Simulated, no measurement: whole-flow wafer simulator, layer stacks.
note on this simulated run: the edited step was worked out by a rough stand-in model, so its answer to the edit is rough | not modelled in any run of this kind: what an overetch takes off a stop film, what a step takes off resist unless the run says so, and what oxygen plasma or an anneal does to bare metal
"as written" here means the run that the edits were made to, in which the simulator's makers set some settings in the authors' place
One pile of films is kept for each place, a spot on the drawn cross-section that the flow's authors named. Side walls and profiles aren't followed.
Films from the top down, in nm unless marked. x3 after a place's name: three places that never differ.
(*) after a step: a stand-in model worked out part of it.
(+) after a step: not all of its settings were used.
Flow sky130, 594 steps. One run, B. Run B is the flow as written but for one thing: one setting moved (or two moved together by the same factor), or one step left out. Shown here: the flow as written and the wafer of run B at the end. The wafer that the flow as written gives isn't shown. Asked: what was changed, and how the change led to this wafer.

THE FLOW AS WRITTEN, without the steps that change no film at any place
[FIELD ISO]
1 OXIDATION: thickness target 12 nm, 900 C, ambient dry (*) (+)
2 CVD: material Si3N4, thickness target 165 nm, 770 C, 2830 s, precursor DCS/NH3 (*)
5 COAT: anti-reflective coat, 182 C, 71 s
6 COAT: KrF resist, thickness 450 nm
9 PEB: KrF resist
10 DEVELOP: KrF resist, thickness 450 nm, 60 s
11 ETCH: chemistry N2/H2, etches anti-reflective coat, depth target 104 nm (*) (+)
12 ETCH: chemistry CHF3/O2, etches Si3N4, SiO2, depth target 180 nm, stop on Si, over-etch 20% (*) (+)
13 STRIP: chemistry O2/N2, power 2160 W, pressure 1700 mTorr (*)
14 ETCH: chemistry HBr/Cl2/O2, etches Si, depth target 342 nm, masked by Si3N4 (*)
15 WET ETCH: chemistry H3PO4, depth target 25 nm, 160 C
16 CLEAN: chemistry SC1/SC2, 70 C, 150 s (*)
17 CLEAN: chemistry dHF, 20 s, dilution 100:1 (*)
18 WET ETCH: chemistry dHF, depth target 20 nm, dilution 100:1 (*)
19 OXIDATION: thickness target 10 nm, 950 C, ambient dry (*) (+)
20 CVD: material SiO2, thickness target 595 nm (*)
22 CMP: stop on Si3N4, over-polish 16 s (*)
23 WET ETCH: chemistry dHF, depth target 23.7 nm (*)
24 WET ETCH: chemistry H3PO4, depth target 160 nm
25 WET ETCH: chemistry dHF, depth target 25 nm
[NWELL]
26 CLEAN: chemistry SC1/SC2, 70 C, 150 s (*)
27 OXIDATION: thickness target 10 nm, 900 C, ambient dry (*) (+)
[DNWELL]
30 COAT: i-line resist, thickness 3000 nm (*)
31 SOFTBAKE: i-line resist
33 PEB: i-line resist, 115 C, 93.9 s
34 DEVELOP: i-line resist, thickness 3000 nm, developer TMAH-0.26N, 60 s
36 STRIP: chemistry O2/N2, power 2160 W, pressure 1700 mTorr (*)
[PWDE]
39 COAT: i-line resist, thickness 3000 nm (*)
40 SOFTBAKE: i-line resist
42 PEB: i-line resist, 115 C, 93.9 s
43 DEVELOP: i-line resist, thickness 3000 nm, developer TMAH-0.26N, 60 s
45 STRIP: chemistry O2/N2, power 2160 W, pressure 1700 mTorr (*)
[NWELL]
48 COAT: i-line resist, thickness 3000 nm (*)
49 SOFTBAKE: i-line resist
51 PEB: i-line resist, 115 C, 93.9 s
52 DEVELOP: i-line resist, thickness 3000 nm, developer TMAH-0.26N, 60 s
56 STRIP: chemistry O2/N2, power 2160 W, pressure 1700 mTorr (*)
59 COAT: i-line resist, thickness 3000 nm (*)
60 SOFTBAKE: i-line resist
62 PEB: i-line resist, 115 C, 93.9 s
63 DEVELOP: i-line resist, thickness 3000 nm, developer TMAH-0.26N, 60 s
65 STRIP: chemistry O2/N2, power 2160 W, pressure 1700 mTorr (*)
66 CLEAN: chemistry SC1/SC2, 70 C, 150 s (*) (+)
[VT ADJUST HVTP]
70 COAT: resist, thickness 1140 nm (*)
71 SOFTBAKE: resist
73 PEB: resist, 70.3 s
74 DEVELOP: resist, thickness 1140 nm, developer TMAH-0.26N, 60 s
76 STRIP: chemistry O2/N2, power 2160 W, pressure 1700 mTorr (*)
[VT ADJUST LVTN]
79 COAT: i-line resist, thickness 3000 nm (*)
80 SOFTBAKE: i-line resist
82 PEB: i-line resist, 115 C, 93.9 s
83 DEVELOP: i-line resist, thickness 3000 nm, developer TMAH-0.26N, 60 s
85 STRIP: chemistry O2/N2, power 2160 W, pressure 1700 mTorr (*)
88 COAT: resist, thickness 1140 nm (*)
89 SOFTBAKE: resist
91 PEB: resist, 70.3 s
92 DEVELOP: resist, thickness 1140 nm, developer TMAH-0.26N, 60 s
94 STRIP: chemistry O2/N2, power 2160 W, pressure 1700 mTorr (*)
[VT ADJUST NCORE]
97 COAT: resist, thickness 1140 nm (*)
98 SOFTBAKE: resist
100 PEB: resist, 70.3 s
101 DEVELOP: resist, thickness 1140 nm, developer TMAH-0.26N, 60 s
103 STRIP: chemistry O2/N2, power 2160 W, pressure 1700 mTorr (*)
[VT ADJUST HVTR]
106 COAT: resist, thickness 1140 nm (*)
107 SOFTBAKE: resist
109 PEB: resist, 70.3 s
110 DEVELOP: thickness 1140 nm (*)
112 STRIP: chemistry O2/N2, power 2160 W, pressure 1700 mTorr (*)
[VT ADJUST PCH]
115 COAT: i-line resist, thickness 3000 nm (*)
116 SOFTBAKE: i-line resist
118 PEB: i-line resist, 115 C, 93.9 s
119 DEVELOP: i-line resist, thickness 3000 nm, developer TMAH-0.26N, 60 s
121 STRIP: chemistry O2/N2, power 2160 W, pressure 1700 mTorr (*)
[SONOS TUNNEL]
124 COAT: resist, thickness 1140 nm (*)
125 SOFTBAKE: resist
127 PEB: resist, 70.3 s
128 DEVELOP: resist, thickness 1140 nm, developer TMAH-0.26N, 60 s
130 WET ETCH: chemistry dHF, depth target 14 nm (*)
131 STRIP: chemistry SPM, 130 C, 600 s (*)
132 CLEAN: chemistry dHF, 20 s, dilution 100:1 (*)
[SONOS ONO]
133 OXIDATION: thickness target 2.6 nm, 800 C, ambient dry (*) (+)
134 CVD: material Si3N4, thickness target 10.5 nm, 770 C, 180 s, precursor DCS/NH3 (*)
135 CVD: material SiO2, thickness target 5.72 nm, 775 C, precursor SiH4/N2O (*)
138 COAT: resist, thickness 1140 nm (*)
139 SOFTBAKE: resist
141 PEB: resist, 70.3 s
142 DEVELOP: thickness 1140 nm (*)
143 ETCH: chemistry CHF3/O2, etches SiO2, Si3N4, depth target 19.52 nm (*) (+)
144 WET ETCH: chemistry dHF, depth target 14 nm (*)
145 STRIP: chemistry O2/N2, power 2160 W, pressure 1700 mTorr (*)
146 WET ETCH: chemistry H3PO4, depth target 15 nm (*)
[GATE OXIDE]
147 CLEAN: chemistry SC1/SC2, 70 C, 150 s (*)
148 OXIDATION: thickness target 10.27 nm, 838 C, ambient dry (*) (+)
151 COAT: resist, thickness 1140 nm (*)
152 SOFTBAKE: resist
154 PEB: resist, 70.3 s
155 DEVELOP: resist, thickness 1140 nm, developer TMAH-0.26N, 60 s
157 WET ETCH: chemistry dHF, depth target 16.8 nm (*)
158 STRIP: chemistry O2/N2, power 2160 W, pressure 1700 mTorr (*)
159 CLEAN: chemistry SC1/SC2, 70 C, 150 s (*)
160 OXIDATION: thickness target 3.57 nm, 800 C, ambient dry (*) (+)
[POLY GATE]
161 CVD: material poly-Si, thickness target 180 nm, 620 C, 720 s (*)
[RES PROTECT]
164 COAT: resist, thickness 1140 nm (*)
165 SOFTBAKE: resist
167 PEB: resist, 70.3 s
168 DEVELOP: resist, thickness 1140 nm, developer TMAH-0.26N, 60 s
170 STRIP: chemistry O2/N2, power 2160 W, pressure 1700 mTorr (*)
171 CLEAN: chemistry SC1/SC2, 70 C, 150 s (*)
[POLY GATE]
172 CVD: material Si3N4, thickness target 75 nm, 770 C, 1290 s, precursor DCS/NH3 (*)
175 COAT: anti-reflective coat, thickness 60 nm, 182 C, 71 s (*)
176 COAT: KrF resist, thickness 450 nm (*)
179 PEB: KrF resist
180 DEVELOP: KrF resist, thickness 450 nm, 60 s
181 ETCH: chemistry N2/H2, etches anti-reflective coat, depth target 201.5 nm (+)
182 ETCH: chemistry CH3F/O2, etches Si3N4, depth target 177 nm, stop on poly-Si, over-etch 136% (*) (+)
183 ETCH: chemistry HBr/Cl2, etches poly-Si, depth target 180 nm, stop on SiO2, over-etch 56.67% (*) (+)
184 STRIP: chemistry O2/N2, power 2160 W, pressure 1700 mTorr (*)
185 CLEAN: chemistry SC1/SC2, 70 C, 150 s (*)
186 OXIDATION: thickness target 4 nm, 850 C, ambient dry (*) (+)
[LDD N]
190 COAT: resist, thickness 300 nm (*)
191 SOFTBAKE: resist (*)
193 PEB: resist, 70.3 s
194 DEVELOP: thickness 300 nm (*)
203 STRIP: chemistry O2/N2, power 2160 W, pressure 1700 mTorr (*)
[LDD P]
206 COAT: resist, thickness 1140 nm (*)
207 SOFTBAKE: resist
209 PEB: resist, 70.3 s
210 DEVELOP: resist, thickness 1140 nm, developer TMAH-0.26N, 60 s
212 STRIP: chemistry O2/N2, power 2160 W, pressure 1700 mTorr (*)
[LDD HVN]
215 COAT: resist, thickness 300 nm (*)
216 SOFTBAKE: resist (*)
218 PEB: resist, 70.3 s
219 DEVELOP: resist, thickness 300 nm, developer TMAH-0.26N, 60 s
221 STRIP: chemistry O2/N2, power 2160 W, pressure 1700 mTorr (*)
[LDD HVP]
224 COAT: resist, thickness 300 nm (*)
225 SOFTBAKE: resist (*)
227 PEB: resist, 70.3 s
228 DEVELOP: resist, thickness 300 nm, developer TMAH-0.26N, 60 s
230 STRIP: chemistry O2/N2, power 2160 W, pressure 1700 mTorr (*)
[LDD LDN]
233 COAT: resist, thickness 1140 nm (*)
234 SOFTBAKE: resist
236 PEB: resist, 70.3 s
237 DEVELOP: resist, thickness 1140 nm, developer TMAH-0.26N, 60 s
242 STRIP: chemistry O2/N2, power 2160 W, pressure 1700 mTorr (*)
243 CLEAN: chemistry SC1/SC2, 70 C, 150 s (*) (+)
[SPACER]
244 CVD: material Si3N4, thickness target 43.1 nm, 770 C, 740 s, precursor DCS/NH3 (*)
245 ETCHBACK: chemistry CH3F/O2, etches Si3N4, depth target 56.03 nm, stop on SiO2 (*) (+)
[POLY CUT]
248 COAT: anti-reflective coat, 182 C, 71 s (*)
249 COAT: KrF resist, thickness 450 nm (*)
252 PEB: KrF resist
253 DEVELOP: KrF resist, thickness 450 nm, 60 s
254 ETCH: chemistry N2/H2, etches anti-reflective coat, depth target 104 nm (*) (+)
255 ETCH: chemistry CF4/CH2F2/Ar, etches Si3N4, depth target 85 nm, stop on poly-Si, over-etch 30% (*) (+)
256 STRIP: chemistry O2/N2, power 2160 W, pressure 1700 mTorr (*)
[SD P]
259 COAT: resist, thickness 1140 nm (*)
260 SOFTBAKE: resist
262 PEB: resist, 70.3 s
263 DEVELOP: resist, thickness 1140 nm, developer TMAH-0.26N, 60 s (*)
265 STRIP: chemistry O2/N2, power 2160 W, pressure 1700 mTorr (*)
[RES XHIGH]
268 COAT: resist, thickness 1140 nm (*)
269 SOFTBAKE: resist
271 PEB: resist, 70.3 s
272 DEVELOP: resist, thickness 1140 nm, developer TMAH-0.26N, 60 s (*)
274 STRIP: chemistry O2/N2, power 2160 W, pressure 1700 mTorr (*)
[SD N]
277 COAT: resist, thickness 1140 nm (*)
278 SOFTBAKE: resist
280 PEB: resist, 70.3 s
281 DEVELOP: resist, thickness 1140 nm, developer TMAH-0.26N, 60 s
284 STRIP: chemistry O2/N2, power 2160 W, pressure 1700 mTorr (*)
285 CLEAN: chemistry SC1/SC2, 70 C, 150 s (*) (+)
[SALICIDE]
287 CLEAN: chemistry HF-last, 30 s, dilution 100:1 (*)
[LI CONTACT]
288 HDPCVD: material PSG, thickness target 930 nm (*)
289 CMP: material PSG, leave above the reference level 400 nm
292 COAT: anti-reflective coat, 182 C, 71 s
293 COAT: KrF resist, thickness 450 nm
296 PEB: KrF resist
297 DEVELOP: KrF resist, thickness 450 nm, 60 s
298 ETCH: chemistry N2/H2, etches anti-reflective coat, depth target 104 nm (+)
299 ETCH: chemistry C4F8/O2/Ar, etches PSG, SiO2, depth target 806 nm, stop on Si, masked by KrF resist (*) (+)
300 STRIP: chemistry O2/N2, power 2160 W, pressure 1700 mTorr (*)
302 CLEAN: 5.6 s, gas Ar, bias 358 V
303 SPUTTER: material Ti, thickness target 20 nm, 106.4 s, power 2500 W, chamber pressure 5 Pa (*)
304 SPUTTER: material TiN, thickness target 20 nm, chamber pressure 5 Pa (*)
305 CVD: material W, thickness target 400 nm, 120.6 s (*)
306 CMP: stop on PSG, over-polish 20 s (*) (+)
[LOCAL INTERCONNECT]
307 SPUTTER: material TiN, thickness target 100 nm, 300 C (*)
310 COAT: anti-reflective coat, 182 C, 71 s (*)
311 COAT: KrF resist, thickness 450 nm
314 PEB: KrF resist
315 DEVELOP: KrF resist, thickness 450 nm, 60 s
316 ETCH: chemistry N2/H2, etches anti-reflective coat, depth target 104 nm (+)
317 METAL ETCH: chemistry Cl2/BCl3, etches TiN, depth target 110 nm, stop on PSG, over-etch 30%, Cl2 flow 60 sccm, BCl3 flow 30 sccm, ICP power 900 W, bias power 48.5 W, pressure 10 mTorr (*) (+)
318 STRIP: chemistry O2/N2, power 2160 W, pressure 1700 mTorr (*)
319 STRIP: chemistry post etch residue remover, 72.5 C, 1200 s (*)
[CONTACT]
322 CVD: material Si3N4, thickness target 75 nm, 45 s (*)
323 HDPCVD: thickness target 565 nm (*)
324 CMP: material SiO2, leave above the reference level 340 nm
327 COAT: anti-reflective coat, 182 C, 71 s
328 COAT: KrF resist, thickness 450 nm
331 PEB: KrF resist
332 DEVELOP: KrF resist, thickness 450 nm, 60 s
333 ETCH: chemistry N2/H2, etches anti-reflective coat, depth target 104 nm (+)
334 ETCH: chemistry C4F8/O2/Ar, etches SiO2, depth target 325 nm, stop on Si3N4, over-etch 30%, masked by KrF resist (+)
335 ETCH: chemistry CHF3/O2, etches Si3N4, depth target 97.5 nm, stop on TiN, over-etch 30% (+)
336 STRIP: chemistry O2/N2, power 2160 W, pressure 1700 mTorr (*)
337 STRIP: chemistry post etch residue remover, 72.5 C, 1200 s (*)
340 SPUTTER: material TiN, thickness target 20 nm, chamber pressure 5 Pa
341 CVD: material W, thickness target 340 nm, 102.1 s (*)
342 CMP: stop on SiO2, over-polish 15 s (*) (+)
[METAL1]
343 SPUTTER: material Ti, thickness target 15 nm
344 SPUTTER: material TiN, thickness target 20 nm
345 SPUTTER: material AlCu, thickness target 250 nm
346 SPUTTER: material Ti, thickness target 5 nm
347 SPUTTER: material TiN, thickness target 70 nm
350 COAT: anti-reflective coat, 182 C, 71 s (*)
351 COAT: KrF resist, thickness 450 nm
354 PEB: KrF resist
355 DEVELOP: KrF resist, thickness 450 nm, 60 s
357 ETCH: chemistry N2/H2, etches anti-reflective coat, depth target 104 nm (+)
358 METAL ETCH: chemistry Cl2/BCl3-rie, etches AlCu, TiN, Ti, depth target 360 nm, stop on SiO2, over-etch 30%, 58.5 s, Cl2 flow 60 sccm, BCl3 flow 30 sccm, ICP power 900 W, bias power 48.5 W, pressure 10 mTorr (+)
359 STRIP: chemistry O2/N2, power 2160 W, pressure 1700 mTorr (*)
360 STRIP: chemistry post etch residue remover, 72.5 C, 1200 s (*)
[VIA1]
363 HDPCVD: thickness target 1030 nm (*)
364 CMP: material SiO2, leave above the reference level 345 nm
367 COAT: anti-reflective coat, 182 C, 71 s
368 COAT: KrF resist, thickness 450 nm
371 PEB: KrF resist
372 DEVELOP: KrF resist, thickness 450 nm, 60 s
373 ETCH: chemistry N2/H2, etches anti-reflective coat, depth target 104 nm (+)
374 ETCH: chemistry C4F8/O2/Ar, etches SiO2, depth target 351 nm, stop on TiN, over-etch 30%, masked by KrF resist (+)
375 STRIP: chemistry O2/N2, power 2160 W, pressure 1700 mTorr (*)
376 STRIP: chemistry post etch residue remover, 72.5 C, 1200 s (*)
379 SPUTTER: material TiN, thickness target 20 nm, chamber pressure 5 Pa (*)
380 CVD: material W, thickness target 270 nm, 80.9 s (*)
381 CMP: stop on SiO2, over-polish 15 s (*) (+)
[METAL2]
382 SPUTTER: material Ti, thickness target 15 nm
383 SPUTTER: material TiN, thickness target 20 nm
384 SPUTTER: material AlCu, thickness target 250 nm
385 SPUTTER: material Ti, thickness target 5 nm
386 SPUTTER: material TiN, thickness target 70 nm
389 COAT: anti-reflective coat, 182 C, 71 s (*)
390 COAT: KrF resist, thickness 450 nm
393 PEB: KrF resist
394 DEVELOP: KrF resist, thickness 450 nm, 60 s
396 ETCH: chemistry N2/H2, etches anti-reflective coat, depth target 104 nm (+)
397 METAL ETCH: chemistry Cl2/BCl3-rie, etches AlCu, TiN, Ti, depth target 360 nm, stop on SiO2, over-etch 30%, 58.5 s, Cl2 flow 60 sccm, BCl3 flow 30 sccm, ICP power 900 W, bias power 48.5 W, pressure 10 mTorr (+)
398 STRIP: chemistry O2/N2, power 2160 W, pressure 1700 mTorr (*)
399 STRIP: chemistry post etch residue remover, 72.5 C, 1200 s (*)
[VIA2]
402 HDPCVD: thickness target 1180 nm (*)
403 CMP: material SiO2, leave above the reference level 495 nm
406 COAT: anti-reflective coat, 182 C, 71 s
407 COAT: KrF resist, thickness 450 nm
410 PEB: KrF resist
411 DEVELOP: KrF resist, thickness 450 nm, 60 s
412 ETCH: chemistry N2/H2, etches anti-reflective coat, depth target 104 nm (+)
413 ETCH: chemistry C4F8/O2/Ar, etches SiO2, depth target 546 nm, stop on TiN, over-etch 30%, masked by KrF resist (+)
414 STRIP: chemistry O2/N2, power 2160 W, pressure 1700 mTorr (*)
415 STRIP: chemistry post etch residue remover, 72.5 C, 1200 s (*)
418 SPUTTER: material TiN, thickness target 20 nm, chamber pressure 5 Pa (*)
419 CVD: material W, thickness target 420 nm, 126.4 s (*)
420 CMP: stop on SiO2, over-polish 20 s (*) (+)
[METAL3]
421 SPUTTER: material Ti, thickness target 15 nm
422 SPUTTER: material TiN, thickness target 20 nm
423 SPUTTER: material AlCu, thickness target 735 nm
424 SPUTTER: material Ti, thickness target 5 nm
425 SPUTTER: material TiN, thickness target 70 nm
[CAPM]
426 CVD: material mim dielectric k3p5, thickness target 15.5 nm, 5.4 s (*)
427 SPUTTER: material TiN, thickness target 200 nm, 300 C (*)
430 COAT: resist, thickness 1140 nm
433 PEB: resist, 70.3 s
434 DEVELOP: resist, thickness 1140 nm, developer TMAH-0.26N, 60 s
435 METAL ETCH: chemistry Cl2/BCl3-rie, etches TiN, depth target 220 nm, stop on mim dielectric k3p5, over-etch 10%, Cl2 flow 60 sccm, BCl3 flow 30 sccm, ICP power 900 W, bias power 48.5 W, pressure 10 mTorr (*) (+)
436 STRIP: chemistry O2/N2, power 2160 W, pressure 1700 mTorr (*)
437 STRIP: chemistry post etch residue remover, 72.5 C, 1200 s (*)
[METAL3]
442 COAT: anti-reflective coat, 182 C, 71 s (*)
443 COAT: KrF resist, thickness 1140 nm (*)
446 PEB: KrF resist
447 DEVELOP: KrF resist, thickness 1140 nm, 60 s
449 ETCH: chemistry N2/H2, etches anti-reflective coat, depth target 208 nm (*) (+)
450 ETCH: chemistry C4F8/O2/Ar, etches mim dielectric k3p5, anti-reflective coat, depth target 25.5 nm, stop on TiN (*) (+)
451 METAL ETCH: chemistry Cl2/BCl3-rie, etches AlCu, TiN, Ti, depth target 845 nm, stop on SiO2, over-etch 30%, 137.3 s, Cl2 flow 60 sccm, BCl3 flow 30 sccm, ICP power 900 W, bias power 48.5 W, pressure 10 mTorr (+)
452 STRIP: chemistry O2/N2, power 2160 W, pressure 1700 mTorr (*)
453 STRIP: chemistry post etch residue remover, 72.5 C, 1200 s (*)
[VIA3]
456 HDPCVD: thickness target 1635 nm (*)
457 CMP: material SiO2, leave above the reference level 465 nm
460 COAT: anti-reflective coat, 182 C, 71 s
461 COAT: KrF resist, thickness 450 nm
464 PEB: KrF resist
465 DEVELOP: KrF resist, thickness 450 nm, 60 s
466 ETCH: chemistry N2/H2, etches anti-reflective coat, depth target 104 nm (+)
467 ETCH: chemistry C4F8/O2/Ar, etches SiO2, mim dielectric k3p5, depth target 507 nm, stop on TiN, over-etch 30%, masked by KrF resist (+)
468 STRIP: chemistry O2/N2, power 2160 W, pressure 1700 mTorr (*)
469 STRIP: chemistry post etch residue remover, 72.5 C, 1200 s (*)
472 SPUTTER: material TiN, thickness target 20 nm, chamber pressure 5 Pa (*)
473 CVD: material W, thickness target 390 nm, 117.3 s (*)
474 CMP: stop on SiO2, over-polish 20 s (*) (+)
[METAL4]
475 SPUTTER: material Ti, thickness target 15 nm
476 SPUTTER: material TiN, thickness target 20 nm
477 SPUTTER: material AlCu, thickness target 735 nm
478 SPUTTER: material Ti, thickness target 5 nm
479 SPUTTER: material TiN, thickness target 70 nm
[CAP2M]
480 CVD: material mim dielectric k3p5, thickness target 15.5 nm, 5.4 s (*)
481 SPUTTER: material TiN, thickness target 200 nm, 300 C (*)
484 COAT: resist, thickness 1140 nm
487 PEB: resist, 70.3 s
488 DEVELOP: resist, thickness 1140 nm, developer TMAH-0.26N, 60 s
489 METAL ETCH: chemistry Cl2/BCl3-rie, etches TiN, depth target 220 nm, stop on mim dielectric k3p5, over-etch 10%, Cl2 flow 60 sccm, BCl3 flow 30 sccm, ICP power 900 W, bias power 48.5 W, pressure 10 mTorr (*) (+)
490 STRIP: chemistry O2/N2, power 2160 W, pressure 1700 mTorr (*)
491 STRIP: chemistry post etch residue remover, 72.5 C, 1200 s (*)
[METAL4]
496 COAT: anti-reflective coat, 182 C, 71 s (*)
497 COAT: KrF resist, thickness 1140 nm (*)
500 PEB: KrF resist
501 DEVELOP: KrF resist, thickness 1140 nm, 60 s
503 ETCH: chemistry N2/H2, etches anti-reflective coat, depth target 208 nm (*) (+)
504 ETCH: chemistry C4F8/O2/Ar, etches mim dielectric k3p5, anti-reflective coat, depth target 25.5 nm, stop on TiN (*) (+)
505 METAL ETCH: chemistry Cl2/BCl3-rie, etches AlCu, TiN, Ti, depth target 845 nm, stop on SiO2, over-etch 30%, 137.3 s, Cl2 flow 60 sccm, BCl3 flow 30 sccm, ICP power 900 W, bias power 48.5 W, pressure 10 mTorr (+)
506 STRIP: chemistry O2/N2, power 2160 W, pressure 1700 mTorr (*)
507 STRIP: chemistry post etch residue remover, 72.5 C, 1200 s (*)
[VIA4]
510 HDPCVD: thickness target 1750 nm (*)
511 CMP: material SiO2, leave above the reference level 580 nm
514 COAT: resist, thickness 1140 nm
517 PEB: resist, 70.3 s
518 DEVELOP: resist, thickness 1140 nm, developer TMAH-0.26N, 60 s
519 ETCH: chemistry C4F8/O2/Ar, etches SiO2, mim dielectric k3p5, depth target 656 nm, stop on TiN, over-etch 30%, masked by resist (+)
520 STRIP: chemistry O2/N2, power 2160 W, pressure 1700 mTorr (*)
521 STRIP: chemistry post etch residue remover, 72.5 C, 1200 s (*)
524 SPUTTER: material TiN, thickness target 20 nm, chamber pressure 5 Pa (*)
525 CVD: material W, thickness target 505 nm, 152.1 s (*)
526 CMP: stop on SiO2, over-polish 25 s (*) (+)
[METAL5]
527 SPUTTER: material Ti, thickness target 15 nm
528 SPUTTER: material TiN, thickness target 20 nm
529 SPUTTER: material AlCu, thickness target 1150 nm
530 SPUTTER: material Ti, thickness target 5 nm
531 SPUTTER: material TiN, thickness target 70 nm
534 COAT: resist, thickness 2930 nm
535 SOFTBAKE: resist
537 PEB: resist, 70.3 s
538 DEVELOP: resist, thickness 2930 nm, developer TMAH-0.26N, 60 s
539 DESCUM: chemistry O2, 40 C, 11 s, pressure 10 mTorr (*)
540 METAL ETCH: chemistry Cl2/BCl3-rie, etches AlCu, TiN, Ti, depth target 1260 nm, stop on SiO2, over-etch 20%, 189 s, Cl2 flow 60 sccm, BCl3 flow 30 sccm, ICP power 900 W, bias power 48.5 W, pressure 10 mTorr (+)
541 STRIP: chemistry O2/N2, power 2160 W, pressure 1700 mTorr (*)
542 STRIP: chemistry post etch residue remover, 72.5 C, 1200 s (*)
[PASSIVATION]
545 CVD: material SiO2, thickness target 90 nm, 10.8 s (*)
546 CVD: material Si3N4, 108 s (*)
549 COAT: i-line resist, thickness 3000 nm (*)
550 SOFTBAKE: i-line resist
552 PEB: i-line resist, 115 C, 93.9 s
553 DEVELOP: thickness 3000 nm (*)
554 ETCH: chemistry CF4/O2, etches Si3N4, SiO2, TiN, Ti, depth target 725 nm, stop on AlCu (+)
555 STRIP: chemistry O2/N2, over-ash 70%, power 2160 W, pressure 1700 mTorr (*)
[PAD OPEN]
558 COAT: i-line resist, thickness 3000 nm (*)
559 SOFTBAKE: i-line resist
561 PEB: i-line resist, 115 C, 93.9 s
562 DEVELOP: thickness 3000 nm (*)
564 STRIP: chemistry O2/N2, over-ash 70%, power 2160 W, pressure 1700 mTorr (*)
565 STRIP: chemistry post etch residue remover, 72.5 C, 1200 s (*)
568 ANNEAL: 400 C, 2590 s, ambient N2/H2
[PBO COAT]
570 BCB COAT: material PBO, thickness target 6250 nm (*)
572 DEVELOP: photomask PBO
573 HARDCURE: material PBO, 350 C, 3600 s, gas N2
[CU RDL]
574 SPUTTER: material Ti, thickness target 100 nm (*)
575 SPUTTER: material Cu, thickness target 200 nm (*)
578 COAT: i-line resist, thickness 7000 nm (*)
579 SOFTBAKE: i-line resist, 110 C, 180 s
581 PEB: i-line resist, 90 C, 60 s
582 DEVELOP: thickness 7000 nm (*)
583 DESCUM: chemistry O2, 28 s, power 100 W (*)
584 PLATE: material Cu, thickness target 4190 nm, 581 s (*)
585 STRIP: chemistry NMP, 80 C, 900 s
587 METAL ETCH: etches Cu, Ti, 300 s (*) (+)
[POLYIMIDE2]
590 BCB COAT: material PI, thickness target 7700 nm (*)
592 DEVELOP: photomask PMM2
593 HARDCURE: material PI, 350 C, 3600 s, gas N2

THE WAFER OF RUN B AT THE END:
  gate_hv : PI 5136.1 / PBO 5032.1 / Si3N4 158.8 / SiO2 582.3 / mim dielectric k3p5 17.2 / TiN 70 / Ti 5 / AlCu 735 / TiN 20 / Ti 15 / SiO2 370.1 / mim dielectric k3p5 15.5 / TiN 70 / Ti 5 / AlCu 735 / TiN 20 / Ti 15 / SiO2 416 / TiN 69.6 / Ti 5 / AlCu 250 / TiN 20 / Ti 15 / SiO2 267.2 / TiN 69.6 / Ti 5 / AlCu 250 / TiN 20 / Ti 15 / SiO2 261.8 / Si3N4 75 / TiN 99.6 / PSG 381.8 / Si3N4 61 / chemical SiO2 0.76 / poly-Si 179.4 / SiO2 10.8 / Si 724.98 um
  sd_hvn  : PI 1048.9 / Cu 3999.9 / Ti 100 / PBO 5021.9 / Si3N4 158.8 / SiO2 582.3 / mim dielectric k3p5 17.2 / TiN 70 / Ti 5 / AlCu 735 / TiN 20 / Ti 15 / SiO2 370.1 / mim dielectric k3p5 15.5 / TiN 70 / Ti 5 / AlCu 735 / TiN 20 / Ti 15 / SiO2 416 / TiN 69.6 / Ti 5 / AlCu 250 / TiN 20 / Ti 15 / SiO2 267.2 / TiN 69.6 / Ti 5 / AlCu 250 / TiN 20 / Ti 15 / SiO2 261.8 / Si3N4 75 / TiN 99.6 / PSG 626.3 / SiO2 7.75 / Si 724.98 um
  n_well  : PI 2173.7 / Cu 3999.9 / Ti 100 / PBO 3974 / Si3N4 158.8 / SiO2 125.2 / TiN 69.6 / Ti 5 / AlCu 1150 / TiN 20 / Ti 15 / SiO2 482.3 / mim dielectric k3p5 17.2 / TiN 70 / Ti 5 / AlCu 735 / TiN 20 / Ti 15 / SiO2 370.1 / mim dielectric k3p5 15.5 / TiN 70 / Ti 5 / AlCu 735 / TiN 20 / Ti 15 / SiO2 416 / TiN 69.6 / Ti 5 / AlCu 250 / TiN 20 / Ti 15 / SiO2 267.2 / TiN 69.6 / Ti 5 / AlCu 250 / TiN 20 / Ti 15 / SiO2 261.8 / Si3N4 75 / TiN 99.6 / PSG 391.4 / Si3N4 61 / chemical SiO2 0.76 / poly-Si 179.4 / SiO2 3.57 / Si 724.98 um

The cause: step 480, CVD: thickness target 17.2 nm was run, where the flow has thickness target 15.5 nm; step 480, CVD: 5.99 s was run, where the flow has 5.4 s.
It can be read off the wafer: gate_hv has mim dielectric k3p5 17.2, and step 480 as written asks for 15.5 nm.

How the change led to this, step by step:
  480 CVD: material mim dielectric k3p5, thickness target 15.5 nm, 5.4 s (*)
      field, active, n_well and 189 more: mim dielectric k3p5 +17.2 (new film) (as written it would be: mim dielectric k3p5 +15.5 (new film))
  504 ETCH: chemistry C4F8/O2/Ar, etches mim dielectric k3p5, anti-reflective coat, depth target 25.5 nm, stop on TiN (*) (+)
      n_well, p_well, gate_hv and 102 more: KrF resist -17 (as written it would be: KrF resist -15.5)
      field, active, gate and 85 more: mim dielectric k3p5 -17.2 (all of it) (as written it would be: mim dielectric k3p5 -15.5 (all of it))
  519 ETCH: chemistry C4F8/O2/Ar, etches SiO2, mim dielectric k3p5, depth target 656 nm, stop on TiN, over-etch 30%, masked by resist (+)
      m1: SiO2 -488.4 (all of it), mim dielectric k3p5 -17.2 (all of it) (as written it would be: SiO2 -490.1 (all of it), mim dielectric k3p5 -15.5 (all of it))
      via4_hole: SiO2 -487.8 (all of it), mim dielectric k3p5 -17.2 (all of it) (as written it would be: SiO2 -489.5 (all of it), mim dielectric k3p5 -15.5 (all of it))
